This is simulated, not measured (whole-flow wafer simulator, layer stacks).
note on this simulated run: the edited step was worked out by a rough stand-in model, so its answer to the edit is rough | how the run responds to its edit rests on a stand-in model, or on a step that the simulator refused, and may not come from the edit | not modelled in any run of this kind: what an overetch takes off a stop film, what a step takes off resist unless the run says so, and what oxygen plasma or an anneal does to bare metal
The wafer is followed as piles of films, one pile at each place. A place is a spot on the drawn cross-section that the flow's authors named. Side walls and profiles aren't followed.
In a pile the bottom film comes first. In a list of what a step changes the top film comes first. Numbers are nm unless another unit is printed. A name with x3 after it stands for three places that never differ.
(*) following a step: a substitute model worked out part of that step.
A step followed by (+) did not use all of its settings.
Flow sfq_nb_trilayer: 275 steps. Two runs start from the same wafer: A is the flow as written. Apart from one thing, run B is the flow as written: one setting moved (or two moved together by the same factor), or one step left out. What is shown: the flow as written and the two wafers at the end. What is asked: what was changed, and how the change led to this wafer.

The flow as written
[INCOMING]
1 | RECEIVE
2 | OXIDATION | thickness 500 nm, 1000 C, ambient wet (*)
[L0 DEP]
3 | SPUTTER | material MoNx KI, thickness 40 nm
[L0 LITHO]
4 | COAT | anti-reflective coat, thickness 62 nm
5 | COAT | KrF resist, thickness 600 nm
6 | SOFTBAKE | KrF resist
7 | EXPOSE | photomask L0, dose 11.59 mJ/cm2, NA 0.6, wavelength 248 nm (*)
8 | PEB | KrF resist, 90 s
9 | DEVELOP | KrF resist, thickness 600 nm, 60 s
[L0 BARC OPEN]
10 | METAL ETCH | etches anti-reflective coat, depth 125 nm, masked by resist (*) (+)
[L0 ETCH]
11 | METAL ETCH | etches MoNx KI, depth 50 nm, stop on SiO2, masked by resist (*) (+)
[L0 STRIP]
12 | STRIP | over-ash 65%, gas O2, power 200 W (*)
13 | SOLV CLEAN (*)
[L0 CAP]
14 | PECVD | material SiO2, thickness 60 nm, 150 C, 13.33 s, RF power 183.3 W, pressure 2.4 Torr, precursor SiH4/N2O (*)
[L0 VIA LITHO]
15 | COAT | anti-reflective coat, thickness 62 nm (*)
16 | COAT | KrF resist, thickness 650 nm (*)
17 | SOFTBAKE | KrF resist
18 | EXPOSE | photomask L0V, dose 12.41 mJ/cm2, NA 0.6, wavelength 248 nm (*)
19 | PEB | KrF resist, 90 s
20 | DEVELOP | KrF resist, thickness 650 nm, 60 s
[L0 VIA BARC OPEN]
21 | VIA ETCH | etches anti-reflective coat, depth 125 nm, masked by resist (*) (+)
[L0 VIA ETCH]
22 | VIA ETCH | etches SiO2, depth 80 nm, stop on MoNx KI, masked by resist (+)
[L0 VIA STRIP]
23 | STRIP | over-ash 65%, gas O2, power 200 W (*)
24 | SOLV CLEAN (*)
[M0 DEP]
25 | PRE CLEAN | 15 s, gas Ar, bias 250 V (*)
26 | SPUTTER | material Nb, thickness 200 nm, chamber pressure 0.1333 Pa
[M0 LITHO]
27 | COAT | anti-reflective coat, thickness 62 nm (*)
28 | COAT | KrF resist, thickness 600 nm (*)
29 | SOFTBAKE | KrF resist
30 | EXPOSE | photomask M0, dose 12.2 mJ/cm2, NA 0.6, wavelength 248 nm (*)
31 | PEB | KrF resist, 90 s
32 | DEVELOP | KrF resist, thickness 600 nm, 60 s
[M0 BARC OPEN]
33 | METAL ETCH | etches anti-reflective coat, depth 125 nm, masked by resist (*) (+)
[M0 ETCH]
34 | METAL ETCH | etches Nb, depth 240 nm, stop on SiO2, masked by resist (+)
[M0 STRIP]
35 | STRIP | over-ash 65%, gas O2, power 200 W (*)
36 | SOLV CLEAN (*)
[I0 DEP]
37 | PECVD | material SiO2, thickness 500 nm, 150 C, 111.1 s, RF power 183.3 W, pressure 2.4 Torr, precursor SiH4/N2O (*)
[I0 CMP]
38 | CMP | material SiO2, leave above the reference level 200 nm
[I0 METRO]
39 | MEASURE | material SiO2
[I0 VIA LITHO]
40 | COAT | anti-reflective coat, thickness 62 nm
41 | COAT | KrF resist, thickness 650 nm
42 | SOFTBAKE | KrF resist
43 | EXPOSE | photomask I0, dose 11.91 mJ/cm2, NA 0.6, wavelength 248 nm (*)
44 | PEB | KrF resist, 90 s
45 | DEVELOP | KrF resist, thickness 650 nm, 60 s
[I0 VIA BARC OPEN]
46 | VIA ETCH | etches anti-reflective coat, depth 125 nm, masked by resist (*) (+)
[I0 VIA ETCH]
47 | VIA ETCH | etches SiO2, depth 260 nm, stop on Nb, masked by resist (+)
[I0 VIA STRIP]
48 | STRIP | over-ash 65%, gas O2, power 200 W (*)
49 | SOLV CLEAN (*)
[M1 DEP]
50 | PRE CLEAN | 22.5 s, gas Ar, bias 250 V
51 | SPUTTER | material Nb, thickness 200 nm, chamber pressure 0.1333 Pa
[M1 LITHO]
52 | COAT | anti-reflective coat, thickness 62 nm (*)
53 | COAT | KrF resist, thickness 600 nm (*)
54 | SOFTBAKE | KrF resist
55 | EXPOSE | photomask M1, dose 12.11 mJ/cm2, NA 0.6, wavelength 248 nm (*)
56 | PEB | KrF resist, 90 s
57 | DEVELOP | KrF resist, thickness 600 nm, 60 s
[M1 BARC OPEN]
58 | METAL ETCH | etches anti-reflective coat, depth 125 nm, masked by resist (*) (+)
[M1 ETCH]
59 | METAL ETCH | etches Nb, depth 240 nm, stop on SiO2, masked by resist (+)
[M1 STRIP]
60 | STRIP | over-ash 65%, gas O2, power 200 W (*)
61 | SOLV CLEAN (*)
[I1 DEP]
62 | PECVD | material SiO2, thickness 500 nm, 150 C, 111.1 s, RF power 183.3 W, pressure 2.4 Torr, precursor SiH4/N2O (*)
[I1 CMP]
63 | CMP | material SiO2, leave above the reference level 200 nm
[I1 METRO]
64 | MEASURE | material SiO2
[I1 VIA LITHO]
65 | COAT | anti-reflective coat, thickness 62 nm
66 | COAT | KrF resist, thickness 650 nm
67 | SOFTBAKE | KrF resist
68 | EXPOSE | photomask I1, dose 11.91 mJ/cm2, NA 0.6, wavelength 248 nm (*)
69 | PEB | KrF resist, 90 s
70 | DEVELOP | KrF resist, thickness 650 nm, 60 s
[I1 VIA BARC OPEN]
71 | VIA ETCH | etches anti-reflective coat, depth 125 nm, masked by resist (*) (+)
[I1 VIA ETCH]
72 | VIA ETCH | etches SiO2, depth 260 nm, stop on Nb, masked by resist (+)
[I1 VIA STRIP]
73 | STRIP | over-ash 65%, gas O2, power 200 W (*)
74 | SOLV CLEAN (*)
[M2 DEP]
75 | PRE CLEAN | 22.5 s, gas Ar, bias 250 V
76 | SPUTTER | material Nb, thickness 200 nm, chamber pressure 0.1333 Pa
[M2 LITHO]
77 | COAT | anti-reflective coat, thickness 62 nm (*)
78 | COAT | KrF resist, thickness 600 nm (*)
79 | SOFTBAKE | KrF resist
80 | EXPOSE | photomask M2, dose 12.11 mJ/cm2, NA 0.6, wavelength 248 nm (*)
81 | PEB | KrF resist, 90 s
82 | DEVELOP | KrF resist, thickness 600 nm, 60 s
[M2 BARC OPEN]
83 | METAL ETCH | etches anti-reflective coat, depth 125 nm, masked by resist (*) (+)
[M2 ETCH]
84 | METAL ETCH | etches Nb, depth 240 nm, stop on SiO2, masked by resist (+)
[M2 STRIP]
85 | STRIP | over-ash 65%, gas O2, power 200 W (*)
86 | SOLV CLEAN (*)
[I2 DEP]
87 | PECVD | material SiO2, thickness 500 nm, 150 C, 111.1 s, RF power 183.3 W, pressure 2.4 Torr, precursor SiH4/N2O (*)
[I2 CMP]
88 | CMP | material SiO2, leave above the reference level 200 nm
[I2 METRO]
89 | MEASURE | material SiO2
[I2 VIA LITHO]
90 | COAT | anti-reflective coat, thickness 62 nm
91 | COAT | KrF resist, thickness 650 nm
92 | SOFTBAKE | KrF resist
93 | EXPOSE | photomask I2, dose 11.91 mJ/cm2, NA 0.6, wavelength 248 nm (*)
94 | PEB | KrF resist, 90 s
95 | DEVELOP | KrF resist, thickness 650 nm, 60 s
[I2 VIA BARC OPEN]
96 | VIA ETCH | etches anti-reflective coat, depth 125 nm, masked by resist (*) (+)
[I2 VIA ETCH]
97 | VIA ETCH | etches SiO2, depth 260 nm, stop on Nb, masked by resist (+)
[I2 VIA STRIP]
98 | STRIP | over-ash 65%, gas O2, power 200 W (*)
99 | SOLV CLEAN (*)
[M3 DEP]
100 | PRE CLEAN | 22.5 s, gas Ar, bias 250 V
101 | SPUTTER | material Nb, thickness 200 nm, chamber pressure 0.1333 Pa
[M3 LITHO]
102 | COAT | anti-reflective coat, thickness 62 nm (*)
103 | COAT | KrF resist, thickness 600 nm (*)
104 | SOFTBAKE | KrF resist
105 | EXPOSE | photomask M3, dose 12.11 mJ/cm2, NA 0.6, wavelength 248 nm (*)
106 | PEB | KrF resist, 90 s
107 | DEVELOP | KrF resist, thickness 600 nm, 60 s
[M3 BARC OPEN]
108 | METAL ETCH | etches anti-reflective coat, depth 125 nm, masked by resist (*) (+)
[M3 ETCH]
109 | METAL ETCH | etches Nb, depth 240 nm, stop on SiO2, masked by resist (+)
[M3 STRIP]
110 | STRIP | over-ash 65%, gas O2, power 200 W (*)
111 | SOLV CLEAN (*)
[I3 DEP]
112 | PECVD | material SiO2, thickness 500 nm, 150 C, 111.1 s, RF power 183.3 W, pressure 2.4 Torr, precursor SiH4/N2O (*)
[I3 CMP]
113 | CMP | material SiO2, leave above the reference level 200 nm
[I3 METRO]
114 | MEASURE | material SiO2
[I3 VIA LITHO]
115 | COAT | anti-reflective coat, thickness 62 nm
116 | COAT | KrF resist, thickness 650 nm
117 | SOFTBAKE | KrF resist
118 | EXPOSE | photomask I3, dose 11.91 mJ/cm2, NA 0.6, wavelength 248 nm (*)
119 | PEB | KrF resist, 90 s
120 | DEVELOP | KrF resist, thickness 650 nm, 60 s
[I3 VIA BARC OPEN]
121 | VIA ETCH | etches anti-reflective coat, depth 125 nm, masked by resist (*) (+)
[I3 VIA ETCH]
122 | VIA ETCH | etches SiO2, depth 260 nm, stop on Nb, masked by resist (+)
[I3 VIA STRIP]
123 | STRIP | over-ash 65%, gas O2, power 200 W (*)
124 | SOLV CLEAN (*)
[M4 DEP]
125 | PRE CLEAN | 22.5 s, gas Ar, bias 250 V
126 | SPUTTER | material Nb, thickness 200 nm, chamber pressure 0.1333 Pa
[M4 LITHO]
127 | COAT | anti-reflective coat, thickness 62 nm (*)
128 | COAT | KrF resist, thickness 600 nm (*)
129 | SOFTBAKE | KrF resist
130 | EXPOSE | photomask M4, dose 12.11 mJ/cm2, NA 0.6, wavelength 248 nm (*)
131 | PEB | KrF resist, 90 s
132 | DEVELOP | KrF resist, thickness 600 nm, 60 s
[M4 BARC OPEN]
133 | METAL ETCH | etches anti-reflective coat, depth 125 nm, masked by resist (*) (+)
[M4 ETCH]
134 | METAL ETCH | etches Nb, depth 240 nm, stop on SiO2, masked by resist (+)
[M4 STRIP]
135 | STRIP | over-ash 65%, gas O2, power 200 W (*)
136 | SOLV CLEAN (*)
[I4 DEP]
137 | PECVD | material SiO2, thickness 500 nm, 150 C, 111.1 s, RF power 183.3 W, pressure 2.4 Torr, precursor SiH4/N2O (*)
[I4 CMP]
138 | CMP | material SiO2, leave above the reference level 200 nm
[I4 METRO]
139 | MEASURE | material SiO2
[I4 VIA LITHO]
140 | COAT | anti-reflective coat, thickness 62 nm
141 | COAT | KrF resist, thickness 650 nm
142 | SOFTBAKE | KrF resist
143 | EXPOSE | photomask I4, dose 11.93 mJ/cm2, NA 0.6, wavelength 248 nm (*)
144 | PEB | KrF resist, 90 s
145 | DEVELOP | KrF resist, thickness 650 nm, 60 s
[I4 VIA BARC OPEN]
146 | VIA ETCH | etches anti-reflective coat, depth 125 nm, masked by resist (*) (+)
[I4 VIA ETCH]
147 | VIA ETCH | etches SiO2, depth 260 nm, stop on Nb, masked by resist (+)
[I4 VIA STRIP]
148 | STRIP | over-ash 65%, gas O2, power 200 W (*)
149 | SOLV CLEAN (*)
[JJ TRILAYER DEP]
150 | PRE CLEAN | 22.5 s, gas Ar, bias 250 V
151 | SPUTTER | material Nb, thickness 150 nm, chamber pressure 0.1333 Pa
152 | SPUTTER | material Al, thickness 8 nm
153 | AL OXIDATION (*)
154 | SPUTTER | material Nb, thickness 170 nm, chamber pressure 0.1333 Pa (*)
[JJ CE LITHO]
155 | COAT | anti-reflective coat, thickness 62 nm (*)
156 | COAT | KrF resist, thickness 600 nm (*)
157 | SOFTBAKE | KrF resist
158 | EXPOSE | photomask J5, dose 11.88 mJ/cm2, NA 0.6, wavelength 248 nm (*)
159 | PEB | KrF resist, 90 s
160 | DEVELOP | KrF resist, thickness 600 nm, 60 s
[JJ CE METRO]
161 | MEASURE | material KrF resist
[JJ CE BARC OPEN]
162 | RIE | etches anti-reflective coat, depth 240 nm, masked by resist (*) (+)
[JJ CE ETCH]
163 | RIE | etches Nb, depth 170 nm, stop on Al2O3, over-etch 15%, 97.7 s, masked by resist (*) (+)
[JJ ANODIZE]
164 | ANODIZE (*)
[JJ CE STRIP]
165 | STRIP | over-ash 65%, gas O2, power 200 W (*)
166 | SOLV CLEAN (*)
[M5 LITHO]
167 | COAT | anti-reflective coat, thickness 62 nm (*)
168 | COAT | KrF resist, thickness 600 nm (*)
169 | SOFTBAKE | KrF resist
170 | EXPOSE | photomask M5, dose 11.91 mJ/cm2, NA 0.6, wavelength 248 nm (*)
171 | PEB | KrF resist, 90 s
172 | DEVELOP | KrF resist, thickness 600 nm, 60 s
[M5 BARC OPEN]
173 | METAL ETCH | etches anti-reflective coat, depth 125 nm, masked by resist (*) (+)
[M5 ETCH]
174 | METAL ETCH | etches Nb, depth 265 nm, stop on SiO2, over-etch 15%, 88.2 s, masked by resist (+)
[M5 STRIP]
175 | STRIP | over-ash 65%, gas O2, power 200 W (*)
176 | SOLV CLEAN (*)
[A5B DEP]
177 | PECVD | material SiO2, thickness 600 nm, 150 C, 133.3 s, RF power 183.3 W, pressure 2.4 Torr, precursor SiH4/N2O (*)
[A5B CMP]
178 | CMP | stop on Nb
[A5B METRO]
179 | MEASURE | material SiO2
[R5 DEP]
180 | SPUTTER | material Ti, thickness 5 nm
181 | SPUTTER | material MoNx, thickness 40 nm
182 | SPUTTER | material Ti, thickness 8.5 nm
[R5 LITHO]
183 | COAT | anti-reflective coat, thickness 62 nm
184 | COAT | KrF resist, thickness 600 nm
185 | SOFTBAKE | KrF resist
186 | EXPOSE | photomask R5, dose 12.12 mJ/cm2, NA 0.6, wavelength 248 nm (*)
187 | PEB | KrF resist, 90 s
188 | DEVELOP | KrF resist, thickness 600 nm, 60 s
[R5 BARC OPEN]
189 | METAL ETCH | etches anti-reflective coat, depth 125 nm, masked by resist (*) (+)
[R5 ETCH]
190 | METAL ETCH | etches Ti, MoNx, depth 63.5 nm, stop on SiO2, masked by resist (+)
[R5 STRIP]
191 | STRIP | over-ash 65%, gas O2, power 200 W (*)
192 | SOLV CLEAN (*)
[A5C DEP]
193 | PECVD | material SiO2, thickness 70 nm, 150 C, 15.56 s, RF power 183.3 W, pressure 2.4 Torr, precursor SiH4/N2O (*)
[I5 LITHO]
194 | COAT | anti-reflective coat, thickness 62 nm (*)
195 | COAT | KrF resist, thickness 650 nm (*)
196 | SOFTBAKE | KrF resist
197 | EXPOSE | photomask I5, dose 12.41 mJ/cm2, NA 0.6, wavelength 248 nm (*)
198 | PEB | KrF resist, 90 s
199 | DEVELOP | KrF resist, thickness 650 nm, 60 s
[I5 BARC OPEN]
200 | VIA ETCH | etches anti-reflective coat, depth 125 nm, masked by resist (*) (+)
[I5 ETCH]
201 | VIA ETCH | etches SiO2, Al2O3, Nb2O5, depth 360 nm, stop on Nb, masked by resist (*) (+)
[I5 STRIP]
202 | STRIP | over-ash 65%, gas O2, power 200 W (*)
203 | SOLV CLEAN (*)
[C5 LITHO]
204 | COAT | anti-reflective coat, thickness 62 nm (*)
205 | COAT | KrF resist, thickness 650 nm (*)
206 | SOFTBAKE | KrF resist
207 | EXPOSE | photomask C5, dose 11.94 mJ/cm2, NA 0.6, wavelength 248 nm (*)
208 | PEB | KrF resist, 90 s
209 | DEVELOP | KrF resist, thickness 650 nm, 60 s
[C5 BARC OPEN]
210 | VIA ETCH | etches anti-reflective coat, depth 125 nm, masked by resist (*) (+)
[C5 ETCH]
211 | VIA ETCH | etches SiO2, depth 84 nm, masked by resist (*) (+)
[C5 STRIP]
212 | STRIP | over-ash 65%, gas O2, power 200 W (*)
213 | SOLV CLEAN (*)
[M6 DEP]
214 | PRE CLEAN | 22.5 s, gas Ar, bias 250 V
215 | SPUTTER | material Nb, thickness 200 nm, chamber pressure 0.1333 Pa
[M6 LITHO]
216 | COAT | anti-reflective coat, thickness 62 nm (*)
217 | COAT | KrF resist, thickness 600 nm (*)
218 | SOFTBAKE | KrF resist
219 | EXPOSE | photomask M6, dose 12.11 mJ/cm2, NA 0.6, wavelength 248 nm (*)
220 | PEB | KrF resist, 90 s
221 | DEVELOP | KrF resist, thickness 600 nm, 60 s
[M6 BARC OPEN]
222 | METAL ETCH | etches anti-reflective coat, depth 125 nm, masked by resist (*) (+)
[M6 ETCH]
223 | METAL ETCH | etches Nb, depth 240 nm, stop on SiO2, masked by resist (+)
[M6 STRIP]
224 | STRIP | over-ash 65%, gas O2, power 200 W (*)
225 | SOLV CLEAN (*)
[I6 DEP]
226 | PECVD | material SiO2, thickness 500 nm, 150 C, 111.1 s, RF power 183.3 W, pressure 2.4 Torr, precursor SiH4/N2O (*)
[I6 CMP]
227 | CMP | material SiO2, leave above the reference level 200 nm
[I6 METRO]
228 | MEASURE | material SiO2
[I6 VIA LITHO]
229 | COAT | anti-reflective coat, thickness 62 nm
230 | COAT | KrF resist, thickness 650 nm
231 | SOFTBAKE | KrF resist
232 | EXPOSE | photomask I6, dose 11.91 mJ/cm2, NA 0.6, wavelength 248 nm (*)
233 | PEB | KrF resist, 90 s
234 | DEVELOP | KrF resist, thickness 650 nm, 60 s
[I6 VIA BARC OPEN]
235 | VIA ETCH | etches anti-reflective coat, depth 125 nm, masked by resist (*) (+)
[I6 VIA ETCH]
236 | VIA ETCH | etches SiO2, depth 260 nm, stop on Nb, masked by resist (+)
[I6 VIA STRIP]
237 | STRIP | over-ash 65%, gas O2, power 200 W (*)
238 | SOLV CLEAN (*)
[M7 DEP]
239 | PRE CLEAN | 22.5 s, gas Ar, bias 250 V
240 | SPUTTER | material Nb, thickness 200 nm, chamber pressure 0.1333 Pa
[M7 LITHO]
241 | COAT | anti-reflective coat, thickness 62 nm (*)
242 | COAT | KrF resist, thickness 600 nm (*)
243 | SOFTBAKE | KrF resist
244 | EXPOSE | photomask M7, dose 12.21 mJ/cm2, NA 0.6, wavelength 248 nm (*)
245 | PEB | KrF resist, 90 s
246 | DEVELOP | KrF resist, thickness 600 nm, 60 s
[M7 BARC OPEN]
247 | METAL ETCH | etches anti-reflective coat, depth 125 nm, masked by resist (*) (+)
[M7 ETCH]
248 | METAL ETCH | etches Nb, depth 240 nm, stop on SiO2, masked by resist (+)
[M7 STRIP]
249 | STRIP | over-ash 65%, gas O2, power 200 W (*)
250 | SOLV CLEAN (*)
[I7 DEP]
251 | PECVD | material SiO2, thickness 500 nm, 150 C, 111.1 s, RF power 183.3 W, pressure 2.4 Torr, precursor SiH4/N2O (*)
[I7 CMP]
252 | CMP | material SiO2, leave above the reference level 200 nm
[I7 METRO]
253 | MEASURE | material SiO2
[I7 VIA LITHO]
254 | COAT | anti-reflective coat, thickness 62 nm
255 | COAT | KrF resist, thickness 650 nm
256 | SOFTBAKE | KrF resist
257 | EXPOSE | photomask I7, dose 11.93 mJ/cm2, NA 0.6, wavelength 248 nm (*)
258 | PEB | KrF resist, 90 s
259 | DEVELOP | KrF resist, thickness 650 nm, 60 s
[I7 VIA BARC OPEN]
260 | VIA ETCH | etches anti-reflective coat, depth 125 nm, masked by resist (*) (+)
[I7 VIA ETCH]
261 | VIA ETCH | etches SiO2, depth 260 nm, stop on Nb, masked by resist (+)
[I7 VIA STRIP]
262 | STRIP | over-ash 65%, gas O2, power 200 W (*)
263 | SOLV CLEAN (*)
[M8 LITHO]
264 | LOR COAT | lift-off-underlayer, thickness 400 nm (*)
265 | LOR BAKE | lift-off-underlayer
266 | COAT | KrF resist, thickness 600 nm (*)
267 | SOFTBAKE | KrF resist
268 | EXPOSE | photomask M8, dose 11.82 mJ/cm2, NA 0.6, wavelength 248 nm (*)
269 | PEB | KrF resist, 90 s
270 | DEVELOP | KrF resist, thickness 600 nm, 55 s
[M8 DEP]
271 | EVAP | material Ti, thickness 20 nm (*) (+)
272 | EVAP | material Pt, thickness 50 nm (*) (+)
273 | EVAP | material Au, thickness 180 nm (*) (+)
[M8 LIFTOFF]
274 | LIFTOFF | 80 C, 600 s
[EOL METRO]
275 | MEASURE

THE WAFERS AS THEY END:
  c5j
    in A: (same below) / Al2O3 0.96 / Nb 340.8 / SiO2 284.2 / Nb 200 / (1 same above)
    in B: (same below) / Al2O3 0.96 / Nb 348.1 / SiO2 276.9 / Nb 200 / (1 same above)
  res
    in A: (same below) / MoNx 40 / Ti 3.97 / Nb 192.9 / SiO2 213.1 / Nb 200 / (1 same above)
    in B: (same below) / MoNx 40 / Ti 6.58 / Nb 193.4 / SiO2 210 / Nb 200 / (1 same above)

What caused this: step 211, VIA ETCH: depth 64.7 nm was run, though the flow has depth 84 nm.

How this came from the change, step by step:
  211 | VIA ETCH | etches SiO2, depth 84 nm, masked by resist (*) (+)
      c5j: A -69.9 SiO2 (all of it), -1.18 Nb | B -64.7 SiO2
      res: A -69.9 SiO2 (all of it) | B -64.7 SiO2
      (as well as at 104 more places)
  214 | PRE CLEAN | 22.5 s, gas Ar, bias 250 V
      c5j: A -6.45 Nb | B -5.19 SiO2 (all of it), -2.25 Nb
      res: A -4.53 Ti | B -5.16 SiO2 (all of it), -1.92 Ti
  216 | COAT | anti-reflective coat, thickness 62 nm (*)
      ce_l: A +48 anti-reflective coat (new film) | B +49.4 anti-reflective coat (new film)
      c5j: A +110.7 anti-reflective coat (new film) | B +106.8 anti-reflective coat (new film)
      (as well as at 1 more place)
  224 | STRIP | over-ash 65%, gas O2, power 200 W (*)
      ce_l: A -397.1 KrF resist (all of it), -48 anti-reflective coat (all of it) | B -396.2 KrF resist (all of it), -49.4 anti-reflective coat (all of it)
      c5j: A -418.3 KrF resist (all of it), -110.7 anti-reflective coat (all of it) | B -415.5 KrF resist (all of it), -106.8 anti-reflective coat (all of it)
      (as well as at 1 more place)
